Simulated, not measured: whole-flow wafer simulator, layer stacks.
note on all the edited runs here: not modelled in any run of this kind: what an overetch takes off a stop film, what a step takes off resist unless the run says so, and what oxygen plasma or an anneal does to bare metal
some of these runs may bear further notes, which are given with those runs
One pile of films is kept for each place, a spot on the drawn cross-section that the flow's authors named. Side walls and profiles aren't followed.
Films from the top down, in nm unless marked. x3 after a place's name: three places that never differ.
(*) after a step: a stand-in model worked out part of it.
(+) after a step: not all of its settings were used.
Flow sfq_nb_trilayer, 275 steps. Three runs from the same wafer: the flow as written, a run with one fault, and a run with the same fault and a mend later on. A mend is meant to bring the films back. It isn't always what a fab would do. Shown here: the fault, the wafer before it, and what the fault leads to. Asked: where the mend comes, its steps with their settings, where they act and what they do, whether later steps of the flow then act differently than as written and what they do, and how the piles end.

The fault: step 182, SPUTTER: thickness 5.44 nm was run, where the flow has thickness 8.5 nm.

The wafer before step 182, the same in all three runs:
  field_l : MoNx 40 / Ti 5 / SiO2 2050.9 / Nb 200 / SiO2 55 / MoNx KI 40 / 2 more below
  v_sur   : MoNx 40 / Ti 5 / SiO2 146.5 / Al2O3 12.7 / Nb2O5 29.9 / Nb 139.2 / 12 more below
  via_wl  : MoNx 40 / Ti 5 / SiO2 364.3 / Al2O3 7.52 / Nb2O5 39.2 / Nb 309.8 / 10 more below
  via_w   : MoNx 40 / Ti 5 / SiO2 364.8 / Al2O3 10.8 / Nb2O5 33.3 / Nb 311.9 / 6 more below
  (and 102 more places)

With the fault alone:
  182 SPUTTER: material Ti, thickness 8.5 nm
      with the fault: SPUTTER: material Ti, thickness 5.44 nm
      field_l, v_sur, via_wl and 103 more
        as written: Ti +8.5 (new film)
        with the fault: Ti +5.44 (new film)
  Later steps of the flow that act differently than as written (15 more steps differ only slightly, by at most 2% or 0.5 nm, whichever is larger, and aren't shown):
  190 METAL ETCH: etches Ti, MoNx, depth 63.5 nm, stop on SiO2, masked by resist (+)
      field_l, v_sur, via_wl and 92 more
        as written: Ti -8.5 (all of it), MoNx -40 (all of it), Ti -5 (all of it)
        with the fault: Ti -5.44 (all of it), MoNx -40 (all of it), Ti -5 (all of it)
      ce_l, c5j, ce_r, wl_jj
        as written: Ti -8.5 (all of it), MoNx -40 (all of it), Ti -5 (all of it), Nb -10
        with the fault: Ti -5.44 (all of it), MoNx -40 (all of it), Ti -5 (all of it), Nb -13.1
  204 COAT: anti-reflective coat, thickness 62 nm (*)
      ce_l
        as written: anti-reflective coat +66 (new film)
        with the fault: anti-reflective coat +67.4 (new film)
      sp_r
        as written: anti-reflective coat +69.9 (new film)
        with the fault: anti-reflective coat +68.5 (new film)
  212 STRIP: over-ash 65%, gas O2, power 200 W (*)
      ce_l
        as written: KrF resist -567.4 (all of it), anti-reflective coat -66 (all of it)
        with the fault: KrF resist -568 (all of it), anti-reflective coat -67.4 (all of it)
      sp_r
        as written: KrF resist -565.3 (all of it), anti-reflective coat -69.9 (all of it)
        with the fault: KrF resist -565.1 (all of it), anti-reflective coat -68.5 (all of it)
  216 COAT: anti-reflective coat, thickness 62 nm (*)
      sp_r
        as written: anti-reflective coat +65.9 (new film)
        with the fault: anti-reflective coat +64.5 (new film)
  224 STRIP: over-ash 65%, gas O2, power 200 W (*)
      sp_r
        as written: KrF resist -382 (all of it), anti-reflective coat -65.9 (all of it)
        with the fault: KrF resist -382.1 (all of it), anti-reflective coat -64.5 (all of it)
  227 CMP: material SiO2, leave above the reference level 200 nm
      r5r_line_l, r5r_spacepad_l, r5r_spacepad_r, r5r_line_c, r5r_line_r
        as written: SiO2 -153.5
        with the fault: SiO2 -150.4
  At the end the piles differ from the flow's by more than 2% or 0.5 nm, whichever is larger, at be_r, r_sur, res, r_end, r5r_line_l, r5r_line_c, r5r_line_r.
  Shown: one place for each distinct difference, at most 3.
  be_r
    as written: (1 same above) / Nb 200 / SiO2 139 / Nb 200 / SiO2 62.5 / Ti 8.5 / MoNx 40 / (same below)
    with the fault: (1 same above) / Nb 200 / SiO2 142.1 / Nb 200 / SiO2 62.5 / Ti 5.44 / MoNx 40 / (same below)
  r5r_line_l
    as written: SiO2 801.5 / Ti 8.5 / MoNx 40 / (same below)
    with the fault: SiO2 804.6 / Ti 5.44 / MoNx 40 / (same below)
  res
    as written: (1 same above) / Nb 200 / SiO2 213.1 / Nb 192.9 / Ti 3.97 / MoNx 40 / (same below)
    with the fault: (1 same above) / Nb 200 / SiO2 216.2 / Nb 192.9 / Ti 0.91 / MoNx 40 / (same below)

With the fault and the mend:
  The mend comes after step 182.
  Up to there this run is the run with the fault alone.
  182a SPUTTER: material Ti, thickness 3.06 nm (the flow's step 182 once more, with other settings)
      field_l, v_sur, via_wl and 103 more
        Ti +3.06
  No later step of the flow acts differently than as written at any place that is followed.
  At the end the piles are the same as the flow's at every place that both follow.
